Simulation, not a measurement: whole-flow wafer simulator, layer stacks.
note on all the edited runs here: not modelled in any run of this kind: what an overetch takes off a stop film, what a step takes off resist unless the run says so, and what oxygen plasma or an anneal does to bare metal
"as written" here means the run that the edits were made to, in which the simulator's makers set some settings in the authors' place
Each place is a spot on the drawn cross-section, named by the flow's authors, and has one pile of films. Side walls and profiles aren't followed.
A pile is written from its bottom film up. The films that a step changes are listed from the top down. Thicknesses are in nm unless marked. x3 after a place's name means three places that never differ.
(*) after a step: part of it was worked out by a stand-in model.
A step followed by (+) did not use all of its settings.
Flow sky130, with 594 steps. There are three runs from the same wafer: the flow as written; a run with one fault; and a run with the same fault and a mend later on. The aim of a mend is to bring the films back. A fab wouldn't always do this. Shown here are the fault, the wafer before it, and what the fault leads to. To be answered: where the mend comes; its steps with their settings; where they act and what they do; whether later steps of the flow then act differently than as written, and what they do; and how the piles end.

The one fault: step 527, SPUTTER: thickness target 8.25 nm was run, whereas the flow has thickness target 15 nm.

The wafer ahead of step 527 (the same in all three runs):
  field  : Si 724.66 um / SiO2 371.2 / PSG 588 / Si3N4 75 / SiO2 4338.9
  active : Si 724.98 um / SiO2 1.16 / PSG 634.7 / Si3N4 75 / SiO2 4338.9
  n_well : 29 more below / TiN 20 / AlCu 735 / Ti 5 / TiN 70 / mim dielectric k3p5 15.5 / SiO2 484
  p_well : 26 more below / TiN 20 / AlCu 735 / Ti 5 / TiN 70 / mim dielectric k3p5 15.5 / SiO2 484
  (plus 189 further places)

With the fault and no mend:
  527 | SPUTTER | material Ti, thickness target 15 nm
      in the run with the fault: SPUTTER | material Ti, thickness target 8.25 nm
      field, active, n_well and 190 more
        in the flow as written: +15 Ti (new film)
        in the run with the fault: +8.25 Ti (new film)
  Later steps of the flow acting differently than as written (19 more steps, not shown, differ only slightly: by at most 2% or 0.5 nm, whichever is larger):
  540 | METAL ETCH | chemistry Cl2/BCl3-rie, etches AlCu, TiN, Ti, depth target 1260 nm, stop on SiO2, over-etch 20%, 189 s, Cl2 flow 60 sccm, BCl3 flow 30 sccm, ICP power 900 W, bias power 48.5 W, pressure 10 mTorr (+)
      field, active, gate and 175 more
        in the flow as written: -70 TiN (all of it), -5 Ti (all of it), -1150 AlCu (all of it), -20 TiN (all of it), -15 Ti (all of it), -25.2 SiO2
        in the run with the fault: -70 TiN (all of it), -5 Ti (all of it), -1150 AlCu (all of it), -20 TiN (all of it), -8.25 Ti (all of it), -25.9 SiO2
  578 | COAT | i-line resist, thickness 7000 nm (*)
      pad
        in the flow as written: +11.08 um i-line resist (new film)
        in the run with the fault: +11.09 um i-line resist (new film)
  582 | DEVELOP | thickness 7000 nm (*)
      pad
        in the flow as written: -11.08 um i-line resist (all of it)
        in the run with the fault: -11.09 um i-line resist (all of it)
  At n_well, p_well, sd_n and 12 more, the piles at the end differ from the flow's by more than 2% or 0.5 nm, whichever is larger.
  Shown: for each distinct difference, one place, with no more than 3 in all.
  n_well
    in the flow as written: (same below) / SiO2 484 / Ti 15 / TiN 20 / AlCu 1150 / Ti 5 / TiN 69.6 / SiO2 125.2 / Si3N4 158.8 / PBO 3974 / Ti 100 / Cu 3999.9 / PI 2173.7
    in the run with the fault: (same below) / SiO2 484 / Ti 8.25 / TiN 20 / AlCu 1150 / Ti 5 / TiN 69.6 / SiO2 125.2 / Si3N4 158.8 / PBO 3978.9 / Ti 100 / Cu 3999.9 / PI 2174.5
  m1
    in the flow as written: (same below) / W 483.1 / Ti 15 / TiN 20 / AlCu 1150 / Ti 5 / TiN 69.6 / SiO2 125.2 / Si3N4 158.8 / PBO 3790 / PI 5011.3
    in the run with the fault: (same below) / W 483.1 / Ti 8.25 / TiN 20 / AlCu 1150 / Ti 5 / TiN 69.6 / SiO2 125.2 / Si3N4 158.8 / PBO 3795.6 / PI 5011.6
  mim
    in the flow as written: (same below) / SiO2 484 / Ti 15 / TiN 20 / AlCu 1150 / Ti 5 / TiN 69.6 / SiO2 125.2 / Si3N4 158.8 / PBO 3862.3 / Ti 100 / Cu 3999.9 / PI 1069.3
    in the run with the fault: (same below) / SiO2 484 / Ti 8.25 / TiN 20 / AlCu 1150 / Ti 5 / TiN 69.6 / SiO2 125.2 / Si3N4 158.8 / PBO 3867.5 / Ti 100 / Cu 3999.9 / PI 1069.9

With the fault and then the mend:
  The mend follows step 527.
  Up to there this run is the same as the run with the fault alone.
  527a | SPUTTER | material Ti, thickness target 6.75 nm (the flow's step 527, run once more with other settings)
      field, active, n_well and 190 more
        +6.75 Ti
  Later steps of the flow that are run all act as written at every place that is followed.
  By the end, the piles equal the flow's at every place that both follow.
